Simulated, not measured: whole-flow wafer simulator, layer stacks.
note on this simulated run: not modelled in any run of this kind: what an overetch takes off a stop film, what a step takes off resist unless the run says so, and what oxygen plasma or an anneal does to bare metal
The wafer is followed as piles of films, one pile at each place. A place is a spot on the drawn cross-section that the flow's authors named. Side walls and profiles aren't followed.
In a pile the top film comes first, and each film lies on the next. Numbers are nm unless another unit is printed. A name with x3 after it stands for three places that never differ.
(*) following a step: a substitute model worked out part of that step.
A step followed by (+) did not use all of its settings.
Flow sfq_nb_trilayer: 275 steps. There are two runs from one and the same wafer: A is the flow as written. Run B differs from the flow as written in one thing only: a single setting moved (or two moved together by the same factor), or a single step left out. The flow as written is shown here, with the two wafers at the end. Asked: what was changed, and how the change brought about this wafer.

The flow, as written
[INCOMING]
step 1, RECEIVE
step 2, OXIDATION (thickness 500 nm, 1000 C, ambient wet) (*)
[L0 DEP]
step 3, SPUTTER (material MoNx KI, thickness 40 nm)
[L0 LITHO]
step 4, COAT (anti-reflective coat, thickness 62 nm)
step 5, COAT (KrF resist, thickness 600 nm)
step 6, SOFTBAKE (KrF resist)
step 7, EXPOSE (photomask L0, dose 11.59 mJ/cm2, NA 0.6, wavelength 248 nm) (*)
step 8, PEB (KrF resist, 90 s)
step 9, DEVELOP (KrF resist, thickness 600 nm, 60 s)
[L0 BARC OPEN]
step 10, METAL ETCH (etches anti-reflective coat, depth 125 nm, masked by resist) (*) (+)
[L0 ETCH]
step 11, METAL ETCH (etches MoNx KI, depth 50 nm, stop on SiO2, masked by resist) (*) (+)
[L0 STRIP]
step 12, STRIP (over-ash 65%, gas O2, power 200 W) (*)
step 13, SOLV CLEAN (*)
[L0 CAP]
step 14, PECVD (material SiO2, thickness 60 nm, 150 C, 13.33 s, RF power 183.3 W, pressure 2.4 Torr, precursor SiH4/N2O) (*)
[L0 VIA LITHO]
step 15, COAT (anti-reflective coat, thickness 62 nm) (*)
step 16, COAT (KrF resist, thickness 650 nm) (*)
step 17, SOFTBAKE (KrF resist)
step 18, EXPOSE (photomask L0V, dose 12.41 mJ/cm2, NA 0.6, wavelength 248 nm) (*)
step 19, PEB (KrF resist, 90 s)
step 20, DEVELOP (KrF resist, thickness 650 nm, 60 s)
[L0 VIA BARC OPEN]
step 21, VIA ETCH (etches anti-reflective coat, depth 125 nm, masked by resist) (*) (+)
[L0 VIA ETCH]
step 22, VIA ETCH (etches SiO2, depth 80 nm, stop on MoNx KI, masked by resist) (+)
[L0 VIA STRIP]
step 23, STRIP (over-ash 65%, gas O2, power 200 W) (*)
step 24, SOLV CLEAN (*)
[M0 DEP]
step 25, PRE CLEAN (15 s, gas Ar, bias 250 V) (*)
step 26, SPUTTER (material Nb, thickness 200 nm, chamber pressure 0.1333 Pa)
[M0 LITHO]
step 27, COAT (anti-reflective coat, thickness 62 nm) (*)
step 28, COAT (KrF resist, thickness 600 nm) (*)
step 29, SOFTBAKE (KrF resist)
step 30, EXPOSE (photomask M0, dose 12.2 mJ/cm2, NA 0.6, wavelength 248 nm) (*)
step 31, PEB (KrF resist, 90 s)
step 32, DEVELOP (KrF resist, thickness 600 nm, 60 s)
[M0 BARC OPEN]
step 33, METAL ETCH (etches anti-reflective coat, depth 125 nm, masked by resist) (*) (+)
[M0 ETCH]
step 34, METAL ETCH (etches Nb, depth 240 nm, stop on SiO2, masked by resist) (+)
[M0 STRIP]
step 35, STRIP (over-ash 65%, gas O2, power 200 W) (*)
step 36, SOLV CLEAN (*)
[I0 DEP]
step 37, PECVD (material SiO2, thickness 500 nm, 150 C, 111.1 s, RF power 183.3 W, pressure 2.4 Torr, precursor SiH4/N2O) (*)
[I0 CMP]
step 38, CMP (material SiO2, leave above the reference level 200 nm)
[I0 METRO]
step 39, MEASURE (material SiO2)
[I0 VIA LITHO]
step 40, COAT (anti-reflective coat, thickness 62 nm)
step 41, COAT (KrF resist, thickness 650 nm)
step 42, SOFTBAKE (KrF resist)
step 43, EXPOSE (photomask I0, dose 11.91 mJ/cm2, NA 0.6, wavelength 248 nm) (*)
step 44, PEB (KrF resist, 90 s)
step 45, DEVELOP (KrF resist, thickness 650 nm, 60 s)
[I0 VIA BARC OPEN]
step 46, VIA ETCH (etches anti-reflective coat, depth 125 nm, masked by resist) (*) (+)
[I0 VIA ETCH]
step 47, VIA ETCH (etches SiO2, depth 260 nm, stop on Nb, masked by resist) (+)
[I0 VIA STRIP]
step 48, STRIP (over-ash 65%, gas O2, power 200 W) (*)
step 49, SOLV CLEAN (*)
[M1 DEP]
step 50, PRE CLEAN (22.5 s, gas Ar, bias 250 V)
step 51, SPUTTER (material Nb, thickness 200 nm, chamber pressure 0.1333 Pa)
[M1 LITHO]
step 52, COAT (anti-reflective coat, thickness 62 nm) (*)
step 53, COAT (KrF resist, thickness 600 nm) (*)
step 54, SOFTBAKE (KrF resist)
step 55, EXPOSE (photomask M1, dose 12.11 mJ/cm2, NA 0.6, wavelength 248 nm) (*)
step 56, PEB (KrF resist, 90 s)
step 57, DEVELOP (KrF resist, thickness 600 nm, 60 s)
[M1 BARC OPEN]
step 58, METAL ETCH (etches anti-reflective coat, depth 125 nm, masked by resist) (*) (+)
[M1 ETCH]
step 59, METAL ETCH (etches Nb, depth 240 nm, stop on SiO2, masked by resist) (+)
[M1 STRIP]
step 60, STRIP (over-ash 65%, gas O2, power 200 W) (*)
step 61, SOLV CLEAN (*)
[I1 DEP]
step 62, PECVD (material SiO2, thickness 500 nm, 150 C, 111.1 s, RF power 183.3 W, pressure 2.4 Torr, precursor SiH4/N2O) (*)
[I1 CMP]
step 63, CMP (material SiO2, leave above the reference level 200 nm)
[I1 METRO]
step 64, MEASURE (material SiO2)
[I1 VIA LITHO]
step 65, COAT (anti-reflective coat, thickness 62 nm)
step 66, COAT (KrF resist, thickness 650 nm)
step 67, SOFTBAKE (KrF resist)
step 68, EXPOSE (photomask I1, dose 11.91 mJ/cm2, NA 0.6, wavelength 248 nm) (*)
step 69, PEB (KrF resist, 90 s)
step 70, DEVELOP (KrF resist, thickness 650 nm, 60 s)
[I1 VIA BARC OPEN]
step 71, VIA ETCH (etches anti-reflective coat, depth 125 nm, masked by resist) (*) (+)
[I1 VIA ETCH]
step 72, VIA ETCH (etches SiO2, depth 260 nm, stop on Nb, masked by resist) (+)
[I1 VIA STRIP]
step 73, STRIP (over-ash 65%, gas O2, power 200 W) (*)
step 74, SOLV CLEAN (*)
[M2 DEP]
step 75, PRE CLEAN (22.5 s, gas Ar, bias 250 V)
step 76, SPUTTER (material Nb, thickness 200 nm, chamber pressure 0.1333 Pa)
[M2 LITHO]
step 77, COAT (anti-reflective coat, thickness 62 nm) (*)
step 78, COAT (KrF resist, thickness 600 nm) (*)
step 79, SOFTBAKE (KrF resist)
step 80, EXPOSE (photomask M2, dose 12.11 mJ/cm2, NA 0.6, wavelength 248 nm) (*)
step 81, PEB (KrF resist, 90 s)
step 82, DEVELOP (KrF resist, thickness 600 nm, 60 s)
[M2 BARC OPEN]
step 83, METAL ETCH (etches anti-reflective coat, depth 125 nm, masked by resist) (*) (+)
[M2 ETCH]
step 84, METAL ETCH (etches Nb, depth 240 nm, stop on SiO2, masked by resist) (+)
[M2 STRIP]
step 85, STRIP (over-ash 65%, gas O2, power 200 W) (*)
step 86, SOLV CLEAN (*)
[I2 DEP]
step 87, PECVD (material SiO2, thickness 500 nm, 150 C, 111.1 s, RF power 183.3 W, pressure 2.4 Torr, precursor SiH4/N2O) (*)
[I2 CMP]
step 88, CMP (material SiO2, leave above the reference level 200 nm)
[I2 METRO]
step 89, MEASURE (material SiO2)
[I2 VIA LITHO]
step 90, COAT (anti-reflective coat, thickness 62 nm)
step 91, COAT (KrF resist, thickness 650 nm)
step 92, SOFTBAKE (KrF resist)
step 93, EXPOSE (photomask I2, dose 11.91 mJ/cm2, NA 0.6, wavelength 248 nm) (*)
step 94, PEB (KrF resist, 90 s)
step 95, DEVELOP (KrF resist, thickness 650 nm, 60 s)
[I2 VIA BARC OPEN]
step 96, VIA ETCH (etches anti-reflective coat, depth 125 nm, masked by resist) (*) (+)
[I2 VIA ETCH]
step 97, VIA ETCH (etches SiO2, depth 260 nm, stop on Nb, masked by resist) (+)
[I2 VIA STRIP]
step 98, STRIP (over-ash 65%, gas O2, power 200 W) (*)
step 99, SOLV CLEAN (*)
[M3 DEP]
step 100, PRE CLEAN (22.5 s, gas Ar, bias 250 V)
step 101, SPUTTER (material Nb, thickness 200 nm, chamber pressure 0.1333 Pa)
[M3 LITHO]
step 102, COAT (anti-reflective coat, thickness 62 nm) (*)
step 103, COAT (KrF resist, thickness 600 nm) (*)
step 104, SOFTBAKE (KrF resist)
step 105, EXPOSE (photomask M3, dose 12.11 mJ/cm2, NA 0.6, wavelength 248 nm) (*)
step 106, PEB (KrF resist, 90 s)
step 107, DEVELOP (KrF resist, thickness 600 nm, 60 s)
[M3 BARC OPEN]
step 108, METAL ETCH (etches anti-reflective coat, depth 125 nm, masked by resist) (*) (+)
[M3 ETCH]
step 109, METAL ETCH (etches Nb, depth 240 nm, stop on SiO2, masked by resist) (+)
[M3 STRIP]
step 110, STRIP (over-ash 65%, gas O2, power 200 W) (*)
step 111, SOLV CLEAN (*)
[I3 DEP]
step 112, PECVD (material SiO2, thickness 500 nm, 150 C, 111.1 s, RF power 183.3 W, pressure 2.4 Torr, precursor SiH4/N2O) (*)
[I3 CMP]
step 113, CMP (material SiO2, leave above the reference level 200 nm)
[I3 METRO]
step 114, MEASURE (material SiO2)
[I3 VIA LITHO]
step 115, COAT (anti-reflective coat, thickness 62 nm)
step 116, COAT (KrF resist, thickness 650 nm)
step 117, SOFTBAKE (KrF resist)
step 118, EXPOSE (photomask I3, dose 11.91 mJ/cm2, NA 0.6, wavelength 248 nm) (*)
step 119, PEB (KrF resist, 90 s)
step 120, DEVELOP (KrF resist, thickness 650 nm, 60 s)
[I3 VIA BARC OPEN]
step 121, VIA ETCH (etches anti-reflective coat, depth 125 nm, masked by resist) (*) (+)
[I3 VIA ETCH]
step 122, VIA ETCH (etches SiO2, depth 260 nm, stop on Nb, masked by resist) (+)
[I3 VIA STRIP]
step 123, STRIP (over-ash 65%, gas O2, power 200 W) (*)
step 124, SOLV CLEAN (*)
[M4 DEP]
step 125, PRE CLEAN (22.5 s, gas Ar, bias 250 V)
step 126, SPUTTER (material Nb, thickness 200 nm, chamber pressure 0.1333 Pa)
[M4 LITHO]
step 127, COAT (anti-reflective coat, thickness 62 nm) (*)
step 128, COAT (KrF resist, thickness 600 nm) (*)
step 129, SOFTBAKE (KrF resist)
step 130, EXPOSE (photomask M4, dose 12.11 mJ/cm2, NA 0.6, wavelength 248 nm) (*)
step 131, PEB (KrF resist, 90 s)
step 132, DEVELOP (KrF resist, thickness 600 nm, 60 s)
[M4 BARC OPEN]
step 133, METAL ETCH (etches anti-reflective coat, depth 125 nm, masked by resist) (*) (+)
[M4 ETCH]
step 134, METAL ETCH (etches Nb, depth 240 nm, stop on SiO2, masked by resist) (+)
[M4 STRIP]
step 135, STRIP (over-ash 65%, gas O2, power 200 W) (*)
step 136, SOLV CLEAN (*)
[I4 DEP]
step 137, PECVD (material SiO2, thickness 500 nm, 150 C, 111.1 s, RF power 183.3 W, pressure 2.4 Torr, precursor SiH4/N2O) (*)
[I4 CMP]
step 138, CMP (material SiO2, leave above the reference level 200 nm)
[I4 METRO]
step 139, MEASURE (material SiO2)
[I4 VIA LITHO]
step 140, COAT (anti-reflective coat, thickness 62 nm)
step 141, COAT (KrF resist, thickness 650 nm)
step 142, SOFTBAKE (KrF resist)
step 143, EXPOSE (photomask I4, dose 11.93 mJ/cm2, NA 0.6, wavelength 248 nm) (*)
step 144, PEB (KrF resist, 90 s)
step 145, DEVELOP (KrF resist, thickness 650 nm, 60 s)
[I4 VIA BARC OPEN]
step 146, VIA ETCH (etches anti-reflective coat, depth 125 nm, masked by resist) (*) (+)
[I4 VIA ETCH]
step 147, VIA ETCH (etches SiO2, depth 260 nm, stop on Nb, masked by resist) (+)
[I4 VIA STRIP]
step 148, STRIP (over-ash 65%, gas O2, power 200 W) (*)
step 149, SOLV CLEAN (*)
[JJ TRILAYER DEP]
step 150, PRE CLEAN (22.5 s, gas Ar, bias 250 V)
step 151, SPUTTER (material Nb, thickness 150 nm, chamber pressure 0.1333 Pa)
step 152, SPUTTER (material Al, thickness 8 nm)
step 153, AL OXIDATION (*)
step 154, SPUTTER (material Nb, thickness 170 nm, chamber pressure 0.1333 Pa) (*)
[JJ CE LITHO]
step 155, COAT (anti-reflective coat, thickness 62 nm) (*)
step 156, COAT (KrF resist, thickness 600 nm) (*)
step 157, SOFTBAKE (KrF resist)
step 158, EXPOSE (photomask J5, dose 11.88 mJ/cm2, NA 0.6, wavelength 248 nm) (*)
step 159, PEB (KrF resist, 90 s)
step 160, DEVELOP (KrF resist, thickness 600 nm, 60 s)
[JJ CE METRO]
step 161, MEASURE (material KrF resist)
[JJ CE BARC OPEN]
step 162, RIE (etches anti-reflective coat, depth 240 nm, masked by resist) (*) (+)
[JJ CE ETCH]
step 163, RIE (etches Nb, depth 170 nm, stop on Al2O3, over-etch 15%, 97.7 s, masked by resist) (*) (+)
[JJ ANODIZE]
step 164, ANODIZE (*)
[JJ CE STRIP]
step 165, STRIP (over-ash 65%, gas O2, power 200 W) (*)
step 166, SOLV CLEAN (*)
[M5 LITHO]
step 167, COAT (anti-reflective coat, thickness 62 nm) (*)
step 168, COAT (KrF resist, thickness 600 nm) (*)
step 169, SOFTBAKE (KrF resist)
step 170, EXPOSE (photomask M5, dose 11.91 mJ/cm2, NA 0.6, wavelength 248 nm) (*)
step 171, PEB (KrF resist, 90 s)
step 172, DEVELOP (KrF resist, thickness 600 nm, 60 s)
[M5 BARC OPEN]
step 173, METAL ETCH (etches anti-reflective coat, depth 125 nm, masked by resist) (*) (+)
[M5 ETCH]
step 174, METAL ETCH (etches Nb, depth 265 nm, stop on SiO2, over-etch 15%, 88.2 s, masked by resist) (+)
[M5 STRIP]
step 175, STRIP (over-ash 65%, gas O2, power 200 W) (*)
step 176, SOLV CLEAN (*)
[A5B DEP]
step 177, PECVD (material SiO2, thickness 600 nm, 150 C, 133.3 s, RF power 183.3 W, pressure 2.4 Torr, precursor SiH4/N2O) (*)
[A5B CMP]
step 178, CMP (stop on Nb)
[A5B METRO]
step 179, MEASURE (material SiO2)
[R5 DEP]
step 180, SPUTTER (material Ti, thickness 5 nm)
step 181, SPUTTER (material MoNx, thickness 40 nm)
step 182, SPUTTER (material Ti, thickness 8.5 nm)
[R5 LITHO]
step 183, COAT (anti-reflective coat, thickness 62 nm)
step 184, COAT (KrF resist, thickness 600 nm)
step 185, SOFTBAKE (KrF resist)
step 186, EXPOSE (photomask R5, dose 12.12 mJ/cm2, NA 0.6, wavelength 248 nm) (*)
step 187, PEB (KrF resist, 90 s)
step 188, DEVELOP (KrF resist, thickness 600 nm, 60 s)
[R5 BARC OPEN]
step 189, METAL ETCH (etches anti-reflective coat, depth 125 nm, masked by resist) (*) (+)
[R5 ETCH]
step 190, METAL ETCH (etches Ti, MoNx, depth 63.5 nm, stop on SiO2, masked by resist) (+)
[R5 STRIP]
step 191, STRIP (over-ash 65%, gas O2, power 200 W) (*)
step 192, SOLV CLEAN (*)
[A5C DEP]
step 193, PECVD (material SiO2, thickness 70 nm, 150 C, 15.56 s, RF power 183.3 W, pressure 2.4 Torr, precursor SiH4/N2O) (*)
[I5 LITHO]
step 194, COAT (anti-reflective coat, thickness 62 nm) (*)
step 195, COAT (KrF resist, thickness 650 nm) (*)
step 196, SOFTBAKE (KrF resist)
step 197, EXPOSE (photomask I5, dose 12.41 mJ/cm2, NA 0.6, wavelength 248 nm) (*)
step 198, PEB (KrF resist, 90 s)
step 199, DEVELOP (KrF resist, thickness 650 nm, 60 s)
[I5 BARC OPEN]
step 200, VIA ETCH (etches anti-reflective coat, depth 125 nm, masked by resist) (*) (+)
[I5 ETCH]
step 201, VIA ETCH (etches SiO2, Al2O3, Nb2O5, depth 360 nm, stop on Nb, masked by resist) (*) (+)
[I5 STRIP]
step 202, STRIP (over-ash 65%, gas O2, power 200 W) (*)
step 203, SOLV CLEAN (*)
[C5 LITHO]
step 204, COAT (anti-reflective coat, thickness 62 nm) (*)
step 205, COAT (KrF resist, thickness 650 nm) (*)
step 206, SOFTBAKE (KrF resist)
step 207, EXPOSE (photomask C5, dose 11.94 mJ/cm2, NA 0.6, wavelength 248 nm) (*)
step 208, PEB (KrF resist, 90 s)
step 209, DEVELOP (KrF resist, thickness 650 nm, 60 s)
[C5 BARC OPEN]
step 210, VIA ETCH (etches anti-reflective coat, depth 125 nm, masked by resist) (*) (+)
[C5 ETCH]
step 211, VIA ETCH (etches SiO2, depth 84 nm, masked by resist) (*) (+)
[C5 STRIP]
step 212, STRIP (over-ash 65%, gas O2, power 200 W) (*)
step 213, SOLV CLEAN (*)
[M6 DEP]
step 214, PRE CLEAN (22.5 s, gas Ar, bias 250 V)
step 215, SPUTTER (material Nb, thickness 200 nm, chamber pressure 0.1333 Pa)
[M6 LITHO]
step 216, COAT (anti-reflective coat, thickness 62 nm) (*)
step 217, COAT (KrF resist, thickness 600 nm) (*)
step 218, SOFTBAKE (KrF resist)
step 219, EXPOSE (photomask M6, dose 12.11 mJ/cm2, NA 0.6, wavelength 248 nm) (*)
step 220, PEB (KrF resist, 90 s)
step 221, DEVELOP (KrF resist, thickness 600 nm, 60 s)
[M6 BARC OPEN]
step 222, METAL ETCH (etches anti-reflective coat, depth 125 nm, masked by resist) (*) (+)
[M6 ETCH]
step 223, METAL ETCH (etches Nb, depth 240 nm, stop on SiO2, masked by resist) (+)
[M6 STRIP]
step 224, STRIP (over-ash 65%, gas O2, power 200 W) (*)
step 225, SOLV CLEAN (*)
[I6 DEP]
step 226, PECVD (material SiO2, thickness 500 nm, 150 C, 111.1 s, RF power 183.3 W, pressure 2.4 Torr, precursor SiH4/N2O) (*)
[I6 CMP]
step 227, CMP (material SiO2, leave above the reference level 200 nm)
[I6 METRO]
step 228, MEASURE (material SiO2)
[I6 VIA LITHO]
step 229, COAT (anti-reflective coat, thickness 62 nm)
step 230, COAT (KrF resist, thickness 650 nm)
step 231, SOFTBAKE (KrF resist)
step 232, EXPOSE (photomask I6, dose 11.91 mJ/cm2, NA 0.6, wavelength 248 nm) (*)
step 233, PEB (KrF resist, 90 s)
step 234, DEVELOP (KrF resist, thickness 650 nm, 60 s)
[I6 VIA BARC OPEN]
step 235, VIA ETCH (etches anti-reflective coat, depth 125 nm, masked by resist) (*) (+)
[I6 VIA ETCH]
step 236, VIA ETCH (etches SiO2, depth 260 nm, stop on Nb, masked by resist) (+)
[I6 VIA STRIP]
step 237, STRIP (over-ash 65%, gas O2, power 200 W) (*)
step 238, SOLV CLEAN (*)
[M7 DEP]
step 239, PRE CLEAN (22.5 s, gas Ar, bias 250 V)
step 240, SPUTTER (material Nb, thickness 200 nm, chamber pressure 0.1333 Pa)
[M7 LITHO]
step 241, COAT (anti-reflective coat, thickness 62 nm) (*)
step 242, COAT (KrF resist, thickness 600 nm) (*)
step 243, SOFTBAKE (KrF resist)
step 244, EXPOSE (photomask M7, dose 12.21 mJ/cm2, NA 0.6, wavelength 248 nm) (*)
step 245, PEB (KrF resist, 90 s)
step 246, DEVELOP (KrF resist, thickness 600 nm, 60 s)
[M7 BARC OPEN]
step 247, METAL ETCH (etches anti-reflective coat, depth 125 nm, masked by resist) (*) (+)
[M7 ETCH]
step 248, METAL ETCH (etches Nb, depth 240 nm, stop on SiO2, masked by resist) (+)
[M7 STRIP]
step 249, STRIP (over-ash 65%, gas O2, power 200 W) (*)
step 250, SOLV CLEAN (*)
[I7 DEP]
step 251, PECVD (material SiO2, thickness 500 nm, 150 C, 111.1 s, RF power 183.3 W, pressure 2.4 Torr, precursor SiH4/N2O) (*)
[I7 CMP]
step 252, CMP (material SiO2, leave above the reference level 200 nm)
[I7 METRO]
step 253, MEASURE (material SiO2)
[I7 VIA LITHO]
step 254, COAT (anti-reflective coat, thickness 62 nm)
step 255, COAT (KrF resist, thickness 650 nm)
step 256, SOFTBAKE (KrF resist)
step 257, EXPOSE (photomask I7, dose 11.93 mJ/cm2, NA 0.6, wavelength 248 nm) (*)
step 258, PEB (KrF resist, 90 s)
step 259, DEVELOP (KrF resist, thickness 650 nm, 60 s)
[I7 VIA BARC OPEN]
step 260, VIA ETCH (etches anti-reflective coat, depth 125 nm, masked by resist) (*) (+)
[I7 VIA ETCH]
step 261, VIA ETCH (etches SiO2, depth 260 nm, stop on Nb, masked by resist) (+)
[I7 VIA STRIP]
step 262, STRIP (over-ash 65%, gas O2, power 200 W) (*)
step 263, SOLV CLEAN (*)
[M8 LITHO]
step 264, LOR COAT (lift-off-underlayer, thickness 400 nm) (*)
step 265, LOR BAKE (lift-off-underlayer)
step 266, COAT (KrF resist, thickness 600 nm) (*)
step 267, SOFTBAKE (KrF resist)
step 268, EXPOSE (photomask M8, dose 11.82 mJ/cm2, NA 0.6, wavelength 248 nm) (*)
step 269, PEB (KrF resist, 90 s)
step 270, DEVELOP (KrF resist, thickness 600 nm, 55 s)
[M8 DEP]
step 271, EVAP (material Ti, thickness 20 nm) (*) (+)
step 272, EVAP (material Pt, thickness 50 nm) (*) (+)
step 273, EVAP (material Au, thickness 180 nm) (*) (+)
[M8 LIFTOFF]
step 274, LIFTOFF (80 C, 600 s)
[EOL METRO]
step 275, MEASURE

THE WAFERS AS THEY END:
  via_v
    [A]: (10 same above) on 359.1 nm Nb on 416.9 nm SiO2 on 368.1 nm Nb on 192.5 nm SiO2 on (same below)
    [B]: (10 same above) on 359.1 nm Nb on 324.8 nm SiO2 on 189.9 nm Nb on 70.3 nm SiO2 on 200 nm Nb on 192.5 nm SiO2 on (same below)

The reason: step 72, VIA ETCH: depth 122 nm was run, whereas the flow has depth 260 nm.

Step by step, how the change led to this:
  step 72, VIA ETCH (etches SiO2, depth 260 nm, stop on Nb, masked by resist) (+)
      via_v: A SiO2 loses 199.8 (all of it) | B SiO2 loses 122
      field_l, v_sur, via_wl and 102 more: A KrF resist loses 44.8 | B KrF resist loses 21
  step 73, STRIP (over-ash 65%, gas O2, power 200 W) (*)
      field_l, v_sur, via_wl and 102 more: A KrF resist loses 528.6 (all of it), anti-reflective coat loses 62 (all of it) | B KrF resist loses 552.4 (all of it), anti-reflective coat loses 62 (all of it)
  step 75, PRE CLEAN (22.5 s, gas Ar, bias 250 V)
      via_v: A Nb loses 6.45 | B SiO2 loses 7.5
  step 76, SPUTTER (material Nb, thickness 200 nm, chamber pressure 0.1333 Pa)
      via_v: A Nb gains 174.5 | B Nb gains 189.9 (new film)
  step 77, COAT (anti-reflective coat, thickness 62 nm) (*)
      via_sp: A anti-reflective coat gains 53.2 (new film) | B anti-reflective coat gains 54.8 (new film)
      via_v: A anti-reflective coat gains 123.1 (new film) | B anti-reflective coat gains 105.7 (new film)
      (and at 1 other place as well)
  step 78, COAT (KrF resist, thickness 600 nm) (*)
      via_v: A KrF resist gains 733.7 (new film) | B KrF resist gains 671.3 (new film)
  step 85, STRIP (over-ash 65%, gas O2, power 200 W) (*)
      via_sp: A KrF resist loses 374.4 (all of it), anti-reflective coat loses 53.2 (all of it) | B KrF resist loses 379.5 (all of it), anti-reflective coat loses 54.8 (all of it)
      via_v: A KrF resist loses 515.8 (all of it), anti-reflective coat loses 123.1 (all of it) | B KrF resist loses 453.5 (all of it), anti-reflective coat loses 105.7 (all of it)
      (and at 1 other place as well)
  step 87, PECVD (material SiO2, thickness 500 nm, 150 C, 111.1 s, RF power 183.3 W, pressure 2.4 Torr, precursor SiH4/N2O) (*)
      via_v: A SiO2 gains 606 (new film) | B SiO2 gains 500 (new film)
  step 88, CMP (material SiO2, leave above the reference level 200 nm)
      via_v: A SiO2 loses 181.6 | B SiO2 loses 167.7
If metal films that touch count as one body, via_v has 7 bodies (between them, from the top down: SiO2 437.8; SiO2 209 / Al2O3 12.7 / Nb2O5 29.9; SiO2 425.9; SiO2 324.8; SiO2 70.3; SiO2 192.5); the flow as written gives 6 bodies (between them, from the top down: SiO2 437.8; SiO2 209 / Al2O3 12.7 / Nb2O5 29.9; SiO2 425.9; SiO2 416.9; SiO2 192.5).
